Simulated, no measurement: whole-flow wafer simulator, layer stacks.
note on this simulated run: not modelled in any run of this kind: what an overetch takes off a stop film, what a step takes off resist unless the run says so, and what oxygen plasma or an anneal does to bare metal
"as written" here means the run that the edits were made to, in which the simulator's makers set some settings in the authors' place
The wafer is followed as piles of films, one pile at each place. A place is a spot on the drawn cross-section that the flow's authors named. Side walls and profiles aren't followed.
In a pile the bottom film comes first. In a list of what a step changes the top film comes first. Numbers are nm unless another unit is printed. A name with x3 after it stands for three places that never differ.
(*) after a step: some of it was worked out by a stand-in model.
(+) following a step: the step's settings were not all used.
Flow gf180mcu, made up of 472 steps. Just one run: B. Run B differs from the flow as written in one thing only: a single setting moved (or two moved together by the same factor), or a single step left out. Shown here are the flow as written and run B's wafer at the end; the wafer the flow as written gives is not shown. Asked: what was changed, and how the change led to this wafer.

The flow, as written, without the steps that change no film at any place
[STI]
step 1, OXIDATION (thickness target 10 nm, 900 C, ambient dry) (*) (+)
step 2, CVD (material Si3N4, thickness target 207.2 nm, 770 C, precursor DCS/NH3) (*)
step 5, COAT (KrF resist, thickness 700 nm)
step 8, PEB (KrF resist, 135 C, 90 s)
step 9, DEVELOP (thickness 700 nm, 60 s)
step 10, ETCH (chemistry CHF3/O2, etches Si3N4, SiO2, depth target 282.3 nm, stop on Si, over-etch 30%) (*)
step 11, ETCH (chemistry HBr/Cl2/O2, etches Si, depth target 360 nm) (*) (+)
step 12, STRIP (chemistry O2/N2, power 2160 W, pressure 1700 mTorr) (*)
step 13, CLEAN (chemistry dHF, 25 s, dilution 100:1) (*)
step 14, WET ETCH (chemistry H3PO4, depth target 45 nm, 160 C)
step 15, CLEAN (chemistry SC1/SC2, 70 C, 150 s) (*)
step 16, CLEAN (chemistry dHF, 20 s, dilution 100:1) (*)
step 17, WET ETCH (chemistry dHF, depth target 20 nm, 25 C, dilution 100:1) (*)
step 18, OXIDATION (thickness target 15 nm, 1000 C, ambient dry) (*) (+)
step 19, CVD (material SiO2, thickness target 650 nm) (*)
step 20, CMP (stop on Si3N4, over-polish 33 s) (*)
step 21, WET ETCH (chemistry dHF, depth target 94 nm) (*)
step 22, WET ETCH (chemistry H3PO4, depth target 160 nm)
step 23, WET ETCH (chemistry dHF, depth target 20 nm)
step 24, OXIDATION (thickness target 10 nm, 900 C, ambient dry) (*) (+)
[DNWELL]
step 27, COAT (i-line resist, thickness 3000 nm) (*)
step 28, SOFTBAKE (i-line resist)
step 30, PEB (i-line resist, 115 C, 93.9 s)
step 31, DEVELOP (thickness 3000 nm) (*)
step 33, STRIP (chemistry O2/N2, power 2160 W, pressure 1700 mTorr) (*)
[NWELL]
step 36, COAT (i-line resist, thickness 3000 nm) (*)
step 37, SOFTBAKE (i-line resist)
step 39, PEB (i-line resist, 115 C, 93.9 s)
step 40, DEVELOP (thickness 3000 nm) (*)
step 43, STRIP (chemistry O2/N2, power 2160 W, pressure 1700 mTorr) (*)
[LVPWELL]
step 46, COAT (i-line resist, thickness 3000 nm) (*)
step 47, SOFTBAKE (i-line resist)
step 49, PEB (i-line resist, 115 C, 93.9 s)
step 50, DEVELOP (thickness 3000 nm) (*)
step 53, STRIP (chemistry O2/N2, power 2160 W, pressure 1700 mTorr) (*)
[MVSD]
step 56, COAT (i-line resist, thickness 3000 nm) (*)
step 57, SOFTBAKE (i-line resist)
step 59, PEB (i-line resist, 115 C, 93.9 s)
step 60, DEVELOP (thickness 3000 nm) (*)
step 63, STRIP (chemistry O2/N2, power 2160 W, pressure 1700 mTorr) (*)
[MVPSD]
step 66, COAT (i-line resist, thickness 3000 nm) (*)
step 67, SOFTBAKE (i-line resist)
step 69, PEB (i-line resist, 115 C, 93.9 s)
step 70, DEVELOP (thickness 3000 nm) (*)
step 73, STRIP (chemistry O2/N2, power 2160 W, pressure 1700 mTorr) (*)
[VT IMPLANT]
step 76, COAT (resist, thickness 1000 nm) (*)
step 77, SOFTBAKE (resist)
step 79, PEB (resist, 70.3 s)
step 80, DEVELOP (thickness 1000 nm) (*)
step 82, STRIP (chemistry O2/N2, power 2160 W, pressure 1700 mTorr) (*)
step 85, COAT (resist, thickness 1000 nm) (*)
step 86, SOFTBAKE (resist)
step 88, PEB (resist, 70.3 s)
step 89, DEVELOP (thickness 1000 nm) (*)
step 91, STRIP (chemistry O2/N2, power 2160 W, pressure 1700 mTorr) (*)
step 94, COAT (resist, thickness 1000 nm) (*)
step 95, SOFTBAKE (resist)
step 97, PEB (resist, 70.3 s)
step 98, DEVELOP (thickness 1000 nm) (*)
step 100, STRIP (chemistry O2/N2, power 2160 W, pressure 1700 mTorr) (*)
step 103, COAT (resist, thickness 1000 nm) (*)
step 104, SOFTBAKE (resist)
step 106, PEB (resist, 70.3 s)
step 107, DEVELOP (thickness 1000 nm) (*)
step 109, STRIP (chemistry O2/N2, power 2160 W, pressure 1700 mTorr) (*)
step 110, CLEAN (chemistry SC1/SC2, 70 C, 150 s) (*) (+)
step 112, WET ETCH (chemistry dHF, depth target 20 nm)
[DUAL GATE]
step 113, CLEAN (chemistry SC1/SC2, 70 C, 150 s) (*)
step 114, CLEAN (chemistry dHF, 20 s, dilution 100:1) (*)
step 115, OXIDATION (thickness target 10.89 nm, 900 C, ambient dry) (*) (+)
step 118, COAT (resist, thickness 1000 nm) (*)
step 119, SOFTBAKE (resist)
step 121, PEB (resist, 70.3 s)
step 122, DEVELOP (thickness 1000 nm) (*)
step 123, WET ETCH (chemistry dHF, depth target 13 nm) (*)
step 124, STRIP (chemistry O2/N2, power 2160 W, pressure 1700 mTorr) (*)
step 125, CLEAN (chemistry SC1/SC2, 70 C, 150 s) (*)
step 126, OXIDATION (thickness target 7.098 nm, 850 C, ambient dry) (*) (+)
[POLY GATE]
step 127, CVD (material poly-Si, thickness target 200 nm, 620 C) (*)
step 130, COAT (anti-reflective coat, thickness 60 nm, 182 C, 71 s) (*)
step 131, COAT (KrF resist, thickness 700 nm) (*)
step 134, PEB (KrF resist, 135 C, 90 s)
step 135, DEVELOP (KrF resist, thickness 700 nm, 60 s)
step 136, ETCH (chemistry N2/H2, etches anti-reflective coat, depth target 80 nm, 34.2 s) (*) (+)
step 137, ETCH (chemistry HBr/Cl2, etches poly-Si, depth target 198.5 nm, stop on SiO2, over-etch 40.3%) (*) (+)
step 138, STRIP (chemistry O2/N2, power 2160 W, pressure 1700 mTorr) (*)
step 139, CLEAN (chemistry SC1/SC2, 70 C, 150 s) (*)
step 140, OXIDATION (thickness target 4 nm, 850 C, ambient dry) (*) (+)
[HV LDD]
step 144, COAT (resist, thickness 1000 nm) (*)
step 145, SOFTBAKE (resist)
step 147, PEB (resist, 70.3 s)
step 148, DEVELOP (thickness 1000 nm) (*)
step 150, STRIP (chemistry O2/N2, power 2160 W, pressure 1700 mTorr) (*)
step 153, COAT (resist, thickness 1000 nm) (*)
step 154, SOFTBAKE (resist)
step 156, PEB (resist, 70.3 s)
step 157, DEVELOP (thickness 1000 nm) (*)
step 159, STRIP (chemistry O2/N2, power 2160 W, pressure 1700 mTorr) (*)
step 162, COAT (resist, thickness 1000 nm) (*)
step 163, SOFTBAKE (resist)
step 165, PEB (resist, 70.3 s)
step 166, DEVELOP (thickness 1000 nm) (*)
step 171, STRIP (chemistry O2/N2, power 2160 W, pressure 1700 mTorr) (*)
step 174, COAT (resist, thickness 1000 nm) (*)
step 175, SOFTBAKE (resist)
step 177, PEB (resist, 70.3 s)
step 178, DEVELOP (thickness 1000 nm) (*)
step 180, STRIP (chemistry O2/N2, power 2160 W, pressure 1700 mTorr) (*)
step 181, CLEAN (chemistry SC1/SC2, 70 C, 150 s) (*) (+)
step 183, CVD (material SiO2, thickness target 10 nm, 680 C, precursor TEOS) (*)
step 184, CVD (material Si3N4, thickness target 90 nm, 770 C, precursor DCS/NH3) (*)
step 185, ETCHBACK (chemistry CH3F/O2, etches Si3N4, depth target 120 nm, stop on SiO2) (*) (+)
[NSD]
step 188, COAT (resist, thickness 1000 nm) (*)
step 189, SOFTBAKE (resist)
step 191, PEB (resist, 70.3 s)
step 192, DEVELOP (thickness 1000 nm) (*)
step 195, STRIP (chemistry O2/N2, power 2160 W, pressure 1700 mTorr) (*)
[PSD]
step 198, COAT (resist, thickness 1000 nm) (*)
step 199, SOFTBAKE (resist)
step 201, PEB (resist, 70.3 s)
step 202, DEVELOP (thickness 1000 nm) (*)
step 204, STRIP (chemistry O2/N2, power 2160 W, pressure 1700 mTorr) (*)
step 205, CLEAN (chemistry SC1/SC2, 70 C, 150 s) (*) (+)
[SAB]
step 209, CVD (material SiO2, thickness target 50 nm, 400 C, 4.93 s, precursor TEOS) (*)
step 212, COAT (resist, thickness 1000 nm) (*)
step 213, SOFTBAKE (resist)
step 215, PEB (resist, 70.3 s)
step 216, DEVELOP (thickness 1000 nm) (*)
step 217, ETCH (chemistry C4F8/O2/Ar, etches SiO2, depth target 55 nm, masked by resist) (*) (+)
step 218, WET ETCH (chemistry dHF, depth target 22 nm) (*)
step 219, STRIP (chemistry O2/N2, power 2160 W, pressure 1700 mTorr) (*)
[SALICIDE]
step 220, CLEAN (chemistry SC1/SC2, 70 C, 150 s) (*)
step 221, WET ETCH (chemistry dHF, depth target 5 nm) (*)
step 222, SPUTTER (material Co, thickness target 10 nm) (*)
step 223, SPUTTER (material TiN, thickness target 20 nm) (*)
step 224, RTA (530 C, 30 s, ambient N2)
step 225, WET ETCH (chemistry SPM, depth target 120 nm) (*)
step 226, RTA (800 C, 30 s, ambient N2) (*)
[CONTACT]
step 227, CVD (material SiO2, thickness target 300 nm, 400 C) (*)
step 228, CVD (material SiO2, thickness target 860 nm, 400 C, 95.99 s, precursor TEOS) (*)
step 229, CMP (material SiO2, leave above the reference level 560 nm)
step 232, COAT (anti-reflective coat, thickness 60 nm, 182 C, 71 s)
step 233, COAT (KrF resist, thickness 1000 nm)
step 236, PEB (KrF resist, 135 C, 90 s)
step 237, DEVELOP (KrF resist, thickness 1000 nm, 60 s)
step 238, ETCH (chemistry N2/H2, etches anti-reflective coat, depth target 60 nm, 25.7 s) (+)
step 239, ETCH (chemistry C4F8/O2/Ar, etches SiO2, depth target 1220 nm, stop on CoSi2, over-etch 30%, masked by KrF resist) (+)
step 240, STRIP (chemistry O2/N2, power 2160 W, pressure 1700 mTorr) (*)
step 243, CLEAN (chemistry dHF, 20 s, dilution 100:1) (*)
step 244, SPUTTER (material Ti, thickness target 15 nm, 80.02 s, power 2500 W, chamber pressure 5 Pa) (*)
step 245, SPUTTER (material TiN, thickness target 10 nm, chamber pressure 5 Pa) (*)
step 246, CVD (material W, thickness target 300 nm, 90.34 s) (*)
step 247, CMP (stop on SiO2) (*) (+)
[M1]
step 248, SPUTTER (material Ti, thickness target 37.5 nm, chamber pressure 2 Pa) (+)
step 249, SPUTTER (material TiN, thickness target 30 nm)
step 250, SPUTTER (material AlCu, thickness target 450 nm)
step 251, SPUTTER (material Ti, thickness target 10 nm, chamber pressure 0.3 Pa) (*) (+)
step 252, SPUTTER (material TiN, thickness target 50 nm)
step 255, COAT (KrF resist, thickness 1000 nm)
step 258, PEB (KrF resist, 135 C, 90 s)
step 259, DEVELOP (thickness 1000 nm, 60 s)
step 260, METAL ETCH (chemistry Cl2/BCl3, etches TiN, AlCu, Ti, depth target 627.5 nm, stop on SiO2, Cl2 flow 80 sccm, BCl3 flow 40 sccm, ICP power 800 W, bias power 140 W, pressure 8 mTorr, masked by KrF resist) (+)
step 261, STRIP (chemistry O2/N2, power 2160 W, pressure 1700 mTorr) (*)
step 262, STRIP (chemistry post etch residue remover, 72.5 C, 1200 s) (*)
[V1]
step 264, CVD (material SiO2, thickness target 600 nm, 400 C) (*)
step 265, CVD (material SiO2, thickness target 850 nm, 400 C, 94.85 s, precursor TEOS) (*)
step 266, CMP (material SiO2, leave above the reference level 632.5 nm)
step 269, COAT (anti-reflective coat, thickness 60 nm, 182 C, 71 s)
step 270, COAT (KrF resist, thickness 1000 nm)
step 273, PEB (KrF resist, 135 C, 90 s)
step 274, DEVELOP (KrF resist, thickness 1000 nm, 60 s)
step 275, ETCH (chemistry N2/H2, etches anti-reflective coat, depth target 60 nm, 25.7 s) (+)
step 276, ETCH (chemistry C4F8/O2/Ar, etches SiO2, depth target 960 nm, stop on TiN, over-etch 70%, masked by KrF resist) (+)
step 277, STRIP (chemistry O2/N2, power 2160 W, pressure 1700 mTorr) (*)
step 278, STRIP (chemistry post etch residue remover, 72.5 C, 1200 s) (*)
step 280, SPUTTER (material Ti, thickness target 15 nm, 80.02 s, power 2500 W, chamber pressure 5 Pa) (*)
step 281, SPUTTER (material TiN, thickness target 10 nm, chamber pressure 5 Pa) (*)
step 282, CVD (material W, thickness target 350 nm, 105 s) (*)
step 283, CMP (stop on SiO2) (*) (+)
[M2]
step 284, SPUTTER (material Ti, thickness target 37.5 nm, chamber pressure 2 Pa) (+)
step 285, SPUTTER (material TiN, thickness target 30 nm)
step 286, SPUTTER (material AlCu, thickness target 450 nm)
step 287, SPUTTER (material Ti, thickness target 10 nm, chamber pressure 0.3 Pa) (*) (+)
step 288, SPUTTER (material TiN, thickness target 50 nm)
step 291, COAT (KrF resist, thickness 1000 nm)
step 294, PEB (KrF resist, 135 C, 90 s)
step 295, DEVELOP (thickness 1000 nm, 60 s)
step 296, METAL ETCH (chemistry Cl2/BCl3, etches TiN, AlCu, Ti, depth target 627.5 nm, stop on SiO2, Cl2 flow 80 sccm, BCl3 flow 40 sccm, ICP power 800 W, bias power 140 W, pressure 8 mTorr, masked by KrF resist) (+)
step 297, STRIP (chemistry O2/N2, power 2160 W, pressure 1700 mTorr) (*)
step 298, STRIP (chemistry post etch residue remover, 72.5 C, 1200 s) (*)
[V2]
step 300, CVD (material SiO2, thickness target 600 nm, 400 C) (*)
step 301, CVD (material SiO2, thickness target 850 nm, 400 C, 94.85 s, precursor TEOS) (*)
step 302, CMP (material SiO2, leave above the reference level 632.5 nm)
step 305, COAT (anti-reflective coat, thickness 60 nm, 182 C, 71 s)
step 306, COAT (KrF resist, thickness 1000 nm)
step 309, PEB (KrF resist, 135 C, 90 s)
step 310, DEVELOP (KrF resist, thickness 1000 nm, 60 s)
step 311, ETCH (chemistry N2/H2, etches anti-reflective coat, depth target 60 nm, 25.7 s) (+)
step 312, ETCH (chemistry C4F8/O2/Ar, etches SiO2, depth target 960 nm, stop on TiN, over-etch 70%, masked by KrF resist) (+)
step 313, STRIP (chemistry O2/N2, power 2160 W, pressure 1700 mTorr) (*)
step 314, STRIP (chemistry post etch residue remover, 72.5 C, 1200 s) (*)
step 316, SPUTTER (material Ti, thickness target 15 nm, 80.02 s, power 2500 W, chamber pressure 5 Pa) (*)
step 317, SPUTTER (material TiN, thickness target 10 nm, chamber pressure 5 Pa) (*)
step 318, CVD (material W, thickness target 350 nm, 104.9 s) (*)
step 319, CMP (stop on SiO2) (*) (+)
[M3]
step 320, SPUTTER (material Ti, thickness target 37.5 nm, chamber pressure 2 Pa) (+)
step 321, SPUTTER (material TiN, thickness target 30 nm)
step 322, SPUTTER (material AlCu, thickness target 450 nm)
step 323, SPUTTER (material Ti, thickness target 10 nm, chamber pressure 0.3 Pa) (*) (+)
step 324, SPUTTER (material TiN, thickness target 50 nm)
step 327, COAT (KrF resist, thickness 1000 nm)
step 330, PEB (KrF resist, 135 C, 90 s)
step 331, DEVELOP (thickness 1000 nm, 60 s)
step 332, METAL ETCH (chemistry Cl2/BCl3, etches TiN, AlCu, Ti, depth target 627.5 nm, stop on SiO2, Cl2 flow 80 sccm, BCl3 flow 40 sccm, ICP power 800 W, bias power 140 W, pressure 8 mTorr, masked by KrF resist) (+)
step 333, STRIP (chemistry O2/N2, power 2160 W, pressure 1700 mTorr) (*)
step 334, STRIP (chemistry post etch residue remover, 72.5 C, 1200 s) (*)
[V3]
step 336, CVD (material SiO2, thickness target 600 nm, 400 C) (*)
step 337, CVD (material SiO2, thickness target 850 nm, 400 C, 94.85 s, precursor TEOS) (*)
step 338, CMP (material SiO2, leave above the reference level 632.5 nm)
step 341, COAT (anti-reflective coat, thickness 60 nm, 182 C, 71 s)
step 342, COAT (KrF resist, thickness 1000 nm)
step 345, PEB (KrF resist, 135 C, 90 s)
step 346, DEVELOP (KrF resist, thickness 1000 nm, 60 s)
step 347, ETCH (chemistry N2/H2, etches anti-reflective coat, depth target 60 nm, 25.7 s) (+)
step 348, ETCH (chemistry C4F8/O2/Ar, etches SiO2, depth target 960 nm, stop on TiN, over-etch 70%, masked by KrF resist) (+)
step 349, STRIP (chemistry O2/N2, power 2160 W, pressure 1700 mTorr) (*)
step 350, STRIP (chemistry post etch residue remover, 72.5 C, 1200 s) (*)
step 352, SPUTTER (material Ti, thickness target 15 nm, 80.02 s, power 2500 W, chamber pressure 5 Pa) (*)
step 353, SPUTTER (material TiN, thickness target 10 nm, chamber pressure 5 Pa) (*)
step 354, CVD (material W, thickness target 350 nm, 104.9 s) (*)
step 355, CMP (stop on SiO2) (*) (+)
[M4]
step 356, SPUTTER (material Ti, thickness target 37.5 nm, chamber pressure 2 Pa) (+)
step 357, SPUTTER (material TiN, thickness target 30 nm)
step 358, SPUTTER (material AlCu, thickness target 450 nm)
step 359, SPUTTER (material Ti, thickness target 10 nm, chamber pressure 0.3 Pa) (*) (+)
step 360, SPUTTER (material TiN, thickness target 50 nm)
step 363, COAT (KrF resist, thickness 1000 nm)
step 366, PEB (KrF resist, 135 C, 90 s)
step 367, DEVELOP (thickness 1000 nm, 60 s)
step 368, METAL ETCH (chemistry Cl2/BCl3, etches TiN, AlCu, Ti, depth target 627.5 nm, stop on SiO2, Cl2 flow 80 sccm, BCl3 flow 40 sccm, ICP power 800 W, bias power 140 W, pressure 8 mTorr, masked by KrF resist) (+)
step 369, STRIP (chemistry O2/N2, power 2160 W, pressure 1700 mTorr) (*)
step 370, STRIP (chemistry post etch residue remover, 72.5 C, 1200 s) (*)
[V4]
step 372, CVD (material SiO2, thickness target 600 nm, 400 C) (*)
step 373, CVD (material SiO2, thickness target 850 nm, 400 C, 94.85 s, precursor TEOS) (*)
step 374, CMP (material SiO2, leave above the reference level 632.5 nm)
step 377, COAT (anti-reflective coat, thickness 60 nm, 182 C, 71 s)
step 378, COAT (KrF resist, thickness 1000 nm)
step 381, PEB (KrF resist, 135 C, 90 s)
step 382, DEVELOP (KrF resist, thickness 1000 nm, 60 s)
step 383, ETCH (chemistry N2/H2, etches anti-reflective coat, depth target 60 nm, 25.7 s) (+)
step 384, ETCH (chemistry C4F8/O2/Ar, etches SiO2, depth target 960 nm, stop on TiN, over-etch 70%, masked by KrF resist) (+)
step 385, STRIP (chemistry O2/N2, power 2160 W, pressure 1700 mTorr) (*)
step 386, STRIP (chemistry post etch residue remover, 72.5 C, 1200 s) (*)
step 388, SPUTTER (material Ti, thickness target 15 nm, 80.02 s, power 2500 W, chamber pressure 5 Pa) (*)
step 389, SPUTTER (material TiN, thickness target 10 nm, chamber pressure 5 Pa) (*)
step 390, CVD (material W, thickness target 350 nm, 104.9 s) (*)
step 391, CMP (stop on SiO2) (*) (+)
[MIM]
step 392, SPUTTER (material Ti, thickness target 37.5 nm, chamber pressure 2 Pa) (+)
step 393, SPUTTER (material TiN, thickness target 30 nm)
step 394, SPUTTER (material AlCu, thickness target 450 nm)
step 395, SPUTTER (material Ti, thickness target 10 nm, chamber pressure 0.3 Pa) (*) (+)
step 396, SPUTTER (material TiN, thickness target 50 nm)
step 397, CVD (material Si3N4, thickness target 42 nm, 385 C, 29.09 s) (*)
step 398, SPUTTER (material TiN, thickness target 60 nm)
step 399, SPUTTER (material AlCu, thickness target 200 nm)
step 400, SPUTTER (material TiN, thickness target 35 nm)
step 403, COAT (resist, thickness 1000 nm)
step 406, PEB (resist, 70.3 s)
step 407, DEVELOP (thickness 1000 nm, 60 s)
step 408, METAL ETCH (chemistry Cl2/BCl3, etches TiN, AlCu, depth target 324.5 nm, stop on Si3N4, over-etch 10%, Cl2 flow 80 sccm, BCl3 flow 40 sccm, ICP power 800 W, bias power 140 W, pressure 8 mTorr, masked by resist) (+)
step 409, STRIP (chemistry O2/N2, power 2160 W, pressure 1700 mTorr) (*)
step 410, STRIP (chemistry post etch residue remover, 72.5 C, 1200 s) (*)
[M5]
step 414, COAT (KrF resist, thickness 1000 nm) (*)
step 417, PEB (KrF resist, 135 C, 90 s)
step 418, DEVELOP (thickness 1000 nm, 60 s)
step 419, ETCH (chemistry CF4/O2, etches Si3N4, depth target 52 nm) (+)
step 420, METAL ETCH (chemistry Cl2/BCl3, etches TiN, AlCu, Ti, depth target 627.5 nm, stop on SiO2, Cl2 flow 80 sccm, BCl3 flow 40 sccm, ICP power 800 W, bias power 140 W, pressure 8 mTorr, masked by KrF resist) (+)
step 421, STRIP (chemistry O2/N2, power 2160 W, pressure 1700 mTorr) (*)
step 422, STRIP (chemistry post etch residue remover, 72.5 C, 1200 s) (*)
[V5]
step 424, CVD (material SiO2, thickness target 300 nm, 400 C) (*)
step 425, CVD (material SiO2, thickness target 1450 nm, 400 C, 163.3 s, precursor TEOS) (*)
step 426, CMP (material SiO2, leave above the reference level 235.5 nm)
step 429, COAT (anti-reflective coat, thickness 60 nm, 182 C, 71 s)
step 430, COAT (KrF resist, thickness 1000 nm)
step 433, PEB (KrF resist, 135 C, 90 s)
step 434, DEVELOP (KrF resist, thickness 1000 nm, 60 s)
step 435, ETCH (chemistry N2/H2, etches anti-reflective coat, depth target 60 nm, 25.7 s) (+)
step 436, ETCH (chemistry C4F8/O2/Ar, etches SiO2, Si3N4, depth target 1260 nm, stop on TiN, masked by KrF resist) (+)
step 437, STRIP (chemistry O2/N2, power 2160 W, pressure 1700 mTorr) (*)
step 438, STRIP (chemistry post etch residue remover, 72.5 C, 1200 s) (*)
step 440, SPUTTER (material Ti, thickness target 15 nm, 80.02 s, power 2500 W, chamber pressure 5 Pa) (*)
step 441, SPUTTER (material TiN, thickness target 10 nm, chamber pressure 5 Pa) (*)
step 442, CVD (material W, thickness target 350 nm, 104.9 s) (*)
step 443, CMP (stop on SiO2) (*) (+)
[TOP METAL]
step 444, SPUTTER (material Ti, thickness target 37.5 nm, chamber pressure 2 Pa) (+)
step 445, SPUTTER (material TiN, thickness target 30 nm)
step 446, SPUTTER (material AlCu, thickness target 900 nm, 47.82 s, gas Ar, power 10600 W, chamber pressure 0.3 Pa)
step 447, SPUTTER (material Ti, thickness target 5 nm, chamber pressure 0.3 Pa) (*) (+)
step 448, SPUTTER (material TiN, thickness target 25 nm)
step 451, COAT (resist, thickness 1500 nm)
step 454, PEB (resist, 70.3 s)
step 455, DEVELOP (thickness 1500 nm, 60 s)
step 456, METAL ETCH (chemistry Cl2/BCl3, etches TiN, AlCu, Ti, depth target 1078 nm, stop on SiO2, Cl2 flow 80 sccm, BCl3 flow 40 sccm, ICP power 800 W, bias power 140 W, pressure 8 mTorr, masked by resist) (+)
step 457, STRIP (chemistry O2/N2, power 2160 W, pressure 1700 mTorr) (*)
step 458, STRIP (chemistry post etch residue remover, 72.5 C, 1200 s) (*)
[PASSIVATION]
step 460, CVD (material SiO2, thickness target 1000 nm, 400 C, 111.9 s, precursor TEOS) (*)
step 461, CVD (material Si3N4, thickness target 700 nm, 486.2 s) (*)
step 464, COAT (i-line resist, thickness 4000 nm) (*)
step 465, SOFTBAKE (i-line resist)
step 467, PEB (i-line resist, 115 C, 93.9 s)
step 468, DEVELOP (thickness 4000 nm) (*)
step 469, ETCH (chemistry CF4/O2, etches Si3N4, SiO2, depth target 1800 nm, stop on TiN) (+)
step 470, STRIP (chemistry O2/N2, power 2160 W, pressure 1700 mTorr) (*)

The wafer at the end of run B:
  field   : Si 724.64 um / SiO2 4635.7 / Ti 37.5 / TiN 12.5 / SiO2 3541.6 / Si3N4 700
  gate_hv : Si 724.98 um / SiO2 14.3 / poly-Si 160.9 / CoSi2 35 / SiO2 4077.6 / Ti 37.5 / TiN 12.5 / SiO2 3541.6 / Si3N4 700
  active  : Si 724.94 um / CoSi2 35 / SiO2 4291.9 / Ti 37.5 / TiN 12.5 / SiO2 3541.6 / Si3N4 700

Cause: step 368, METAL ETCH: depth target 527.1 nm was run, whereas the flow has depth target 627.5 nm.

The path from the change to this, step by step:
  step 368, METAL ETCH (chemistry Cl2/BCl3, etches TiN, AlCu, Ti, depth target 627.5 nm, stop on SiO2, Cl2 flow 80 sccm, BCl3 flow 40 sccm, ICP power 800 W, bias power 140 W, pressure 8 mTorr, masked by KrF resist) (+)
      field, field__w1, field__w2 and 103 more: TiN loses 50 (all of it), Ti loses 10 (all of it), AlCu loses 450 (all of it), TiN loses 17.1 (in the flow as written it would be: TiN loses 50 (all of it), Ti loses 10 (all of it), AlCu loses 450 (all of it), TiN loses 30 (all of it), Ti loses 37.5 (all of it))
      field__w8, contact, m1, m1__w1, m1_nw: KrF resist loses 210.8 (in the flow as written it would be: KrF resist loses 251)
  step 369, STRIP (chemistry O2/N2, power 2160 W, pressure 1700 mTorr) (*)
      field__w8, contact, m1, m1__w1, m1_nw: KrF resist loses 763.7 (all of it) (in the flow as written it would be: KrF resist loses 723.5 (all of it))
  step 372, CVD (material SiO2, thickness target 600 nm, 400 C) (*)
      field, field__w1, field__w2 and 103 more: SiO2 gains 600 (new film) (in the flow as written it would be: SiO2 gains 600)
  step 374, CMP (material SiO2, leave above the reference level 632.5 nm)
      field, field__w1, field__w2 and 103 more: SiO2 loses 350 (in the flow as written it would be: SiO2 loses 300)
With metal films that touch counted as one body, field has 1 body; the flow as written gives 0 bodies.
With metal films that touch counted as one body, gate_hv has 2 bodies (between them, from the top down: SiO2 4077.6); the flow as written gives 1 body.
With metal films that touch counted as one body, active has 2 bodies (between them, from the top down: SiO2 4291.9); the flow as written gives 1 body.
